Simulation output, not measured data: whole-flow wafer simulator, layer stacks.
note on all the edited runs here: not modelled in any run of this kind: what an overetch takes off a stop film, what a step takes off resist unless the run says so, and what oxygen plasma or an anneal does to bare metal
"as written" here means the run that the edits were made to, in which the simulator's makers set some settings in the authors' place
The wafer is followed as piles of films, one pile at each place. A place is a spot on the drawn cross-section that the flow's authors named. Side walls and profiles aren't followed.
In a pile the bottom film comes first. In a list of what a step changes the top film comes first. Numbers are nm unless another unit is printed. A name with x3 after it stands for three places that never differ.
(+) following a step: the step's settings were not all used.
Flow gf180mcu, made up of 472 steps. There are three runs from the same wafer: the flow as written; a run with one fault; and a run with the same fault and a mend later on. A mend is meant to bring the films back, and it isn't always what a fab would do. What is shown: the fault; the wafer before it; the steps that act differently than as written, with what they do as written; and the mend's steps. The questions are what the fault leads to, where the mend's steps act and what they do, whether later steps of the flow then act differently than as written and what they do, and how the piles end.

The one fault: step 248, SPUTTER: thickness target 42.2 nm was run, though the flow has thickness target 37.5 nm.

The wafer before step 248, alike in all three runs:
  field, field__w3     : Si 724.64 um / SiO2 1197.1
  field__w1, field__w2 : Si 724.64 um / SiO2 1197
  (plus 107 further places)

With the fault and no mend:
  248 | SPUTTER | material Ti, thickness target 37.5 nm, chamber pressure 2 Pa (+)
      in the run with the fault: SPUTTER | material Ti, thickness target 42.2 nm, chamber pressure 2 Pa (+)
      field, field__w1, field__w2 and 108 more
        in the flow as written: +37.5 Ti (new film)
        in the run with the fault: +42.2 Ti (new film)
  Steps further on in the flow that do not act as written (1 more step, not shown, differs only slightly: by at most 2% or 0.5 nm, whichever is larger):
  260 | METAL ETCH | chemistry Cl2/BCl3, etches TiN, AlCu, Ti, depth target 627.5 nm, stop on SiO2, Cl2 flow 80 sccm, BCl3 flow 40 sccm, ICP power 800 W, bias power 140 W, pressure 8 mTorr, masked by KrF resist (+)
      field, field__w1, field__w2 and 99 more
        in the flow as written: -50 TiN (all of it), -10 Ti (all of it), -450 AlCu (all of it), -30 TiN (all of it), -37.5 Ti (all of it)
        in the run with the fault: -50 TiN (all of it), -10 Ti (all of it), -450 AlCu (all of it), -30 TiN (all of it), -42.2 Ti (all of it)
  The piles end different from the flow's at field__w8, contact, m1 and 6 more by more than 2% or 0.5 nm, whichever is larger.
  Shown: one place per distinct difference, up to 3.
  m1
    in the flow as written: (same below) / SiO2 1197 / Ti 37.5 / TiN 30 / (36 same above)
    in the run with the fault: (same below) / SiO2 1197 / Ti 42.2 / TiN 30 / (36 same above)
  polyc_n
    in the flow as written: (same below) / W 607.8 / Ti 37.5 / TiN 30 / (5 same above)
    in the run with the fault: (same below) / W 607.8 / Ti 42.2 / TiN 30 / (5 same above)
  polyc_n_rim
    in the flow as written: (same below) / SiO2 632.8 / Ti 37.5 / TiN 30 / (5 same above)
    in the run with the fault: (same below) / SiO2 632.8 / Ti 42.2 / TiN 30 / (5 same above)

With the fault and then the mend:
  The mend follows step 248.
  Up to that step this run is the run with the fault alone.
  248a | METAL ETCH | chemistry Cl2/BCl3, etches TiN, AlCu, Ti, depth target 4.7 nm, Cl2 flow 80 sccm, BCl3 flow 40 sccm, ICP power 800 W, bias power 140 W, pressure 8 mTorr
      field, field__w1, field__w2 and 108 more
        -4.7 Ti
  None of the later steps of the flow acts differently than as written at any place that is followed.
  By the end, the piles equal the flow's at every place that both follow.
